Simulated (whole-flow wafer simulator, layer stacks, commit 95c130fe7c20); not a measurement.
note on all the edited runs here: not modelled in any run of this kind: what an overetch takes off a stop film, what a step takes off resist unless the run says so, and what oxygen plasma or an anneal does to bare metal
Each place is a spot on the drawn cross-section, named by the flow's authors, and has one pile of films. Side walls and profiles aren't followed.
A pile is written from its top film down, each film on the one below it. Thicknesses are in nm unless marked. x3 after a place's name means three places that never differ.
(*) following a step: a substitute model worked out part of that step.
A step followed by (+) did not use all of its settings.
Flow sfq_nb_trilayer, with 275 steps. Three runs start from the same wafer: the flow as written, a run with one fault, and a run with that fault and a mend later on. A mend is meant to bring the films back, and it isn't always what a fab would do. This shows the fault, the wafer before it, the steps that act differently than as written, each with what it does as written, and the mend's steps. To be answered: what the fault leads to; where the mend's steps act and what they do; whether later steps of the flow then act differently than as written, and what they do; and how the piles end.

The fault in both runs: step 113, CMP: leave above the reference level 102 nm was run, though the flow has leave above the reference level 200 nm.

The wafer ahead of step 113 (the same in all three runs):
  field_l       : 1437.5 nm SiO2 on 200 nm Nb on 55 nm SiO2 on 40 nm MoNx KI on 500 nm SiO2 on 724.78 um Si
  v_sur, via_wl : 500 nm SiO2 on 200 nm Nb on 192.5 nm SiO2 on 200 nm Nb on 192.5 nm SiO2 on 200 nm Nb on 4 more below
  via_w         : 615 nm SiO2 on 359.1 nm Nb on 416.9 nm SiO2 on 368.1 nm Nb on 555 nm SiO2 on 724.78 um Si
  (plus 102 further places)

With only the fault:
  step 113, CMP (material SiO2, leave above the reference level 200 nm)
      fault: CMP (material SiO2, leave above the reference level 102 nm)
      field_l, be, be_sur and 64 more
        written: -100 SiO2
        fault: -198 SiO2
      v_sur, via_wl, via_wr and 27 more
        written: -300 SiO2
        fault: -398 SiO2
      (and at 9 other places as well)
  Steps later in the flow that act otherwise than as written (3 more steps, not shown, differ only slightly: by at most 2% or 0.5 nm, whichever is larger):
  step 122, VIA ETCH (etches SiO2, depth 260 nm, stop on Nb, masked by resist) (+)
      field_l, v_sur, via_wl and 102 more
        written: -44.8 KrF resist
        fault: -26.3 KrF resist
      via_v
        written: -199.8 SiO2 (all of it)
        fault: -101.8 SiO2 (all of it)
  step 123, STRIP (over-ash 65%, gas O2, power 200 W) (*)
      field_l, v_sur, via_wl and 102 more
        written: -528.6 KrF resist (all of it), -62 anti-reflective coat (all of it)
        fault: -547.1 KrF resist (all of it), -62 anti-reflective coat (all of it)
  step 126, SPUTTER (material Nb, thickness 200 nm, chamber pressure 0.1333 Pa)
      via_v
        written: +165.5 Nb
        fault: +187.4 Nb
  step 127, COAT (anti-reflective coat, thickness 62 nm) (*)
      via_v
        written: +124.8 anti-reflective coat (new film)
        fault: +106 anti-reflective coat (new film)
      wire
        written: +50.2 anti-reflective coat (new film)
        fault: +48.6 anti-reflective coat (new film)
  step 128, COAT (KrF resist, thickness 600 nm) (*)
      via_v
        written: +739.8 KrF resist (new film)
        fault: +654.2 KrF resist (new film)
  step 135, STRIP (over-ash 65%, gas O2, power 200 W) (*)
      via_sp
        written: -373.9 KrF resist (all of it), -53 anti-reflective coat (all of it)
        fault: -382.6 KrF resist (all of it), -52.1 anti-reflective coat (all of it)
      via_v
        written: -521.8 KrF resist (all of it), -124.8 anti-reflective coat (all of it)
        fault: -436.5 KrF resist (all of it), -106 anti-reflective coat (all of it)
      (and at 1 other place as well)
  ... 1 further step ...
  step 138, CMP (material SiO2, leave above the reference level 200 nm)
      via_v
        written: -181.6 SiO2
        fault: -186.4 SiO2
  By the end, the piles at field_l, v_sur, via_wl and 103 more depart from the flow's by more than 2% or 0.5 nm, whichever is larger.
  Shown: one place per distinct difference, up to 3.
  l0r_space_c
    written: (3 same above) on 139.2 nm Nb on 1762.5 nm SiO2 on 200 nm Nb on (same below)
    fault: (3 same above) on 139.2 nm Nb on 1664.5 nm SiO2 on 200 nm Nb on (same below)
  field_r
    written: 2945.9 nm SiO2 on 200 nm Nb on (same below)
    fault: 2847.9 nm SiO2 on 200 nm Nb on (same below)
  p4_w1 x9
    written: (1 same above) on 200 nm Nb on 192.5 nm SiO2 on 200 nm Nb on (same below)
    fault: (1 same above) on 200 nm Nb on 94.5 nm SiO2 on 200 nm Nb on (same below)

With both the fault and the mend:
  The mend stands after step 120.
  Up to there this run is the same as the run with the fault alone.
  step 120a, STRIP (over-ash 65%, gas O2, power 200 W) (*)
      field_l, v_sur, via_wl and 102 more
        -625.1 KrF resist (all of it), -62 anti-reflective coat (all of it)
      via_v
        -62 anti-reflective coat (all of it)
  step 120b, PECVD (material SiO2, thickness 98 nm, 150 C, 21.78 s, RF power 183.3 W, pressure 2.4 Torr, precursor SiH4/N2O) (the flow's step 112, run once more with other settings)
      field_l, v_sur, via_wl and 103 more
        +98 SiO2
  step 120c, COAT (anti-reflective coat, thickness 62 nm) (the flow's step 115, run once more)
      field_l, v_sur, via_wl and 103 more
        +62 anti-reflective coat (new film)
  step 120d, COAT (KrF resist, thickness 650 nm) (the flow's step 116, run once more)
      field_l, v_sur, via_wl and 103 more
        +650 KrF resist (new film)
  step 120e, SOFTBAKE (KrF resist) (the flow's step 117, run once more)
      does not change any film at any place that is followed
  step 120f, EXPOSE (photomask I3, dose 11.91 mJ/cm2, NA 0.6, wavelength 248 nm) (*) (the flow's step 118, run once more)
      does not change any film at any place that is followed
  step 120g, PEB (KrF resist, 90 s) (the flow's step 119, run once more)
      field_l, v_sur, via_wl and 103 more
        -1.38 KrF resist
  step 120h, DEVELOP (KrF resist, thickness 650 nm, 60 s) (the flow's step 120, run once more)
      field_l, v_sur, via_wl and 102 more
        -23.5 KrF resist
      via_v
        -648.6 KrF resist (all of it)
  Later steps of the flow that are run all act as written at every place that is followed.
  By the end, the piles equal the flow's at every place that both follow.
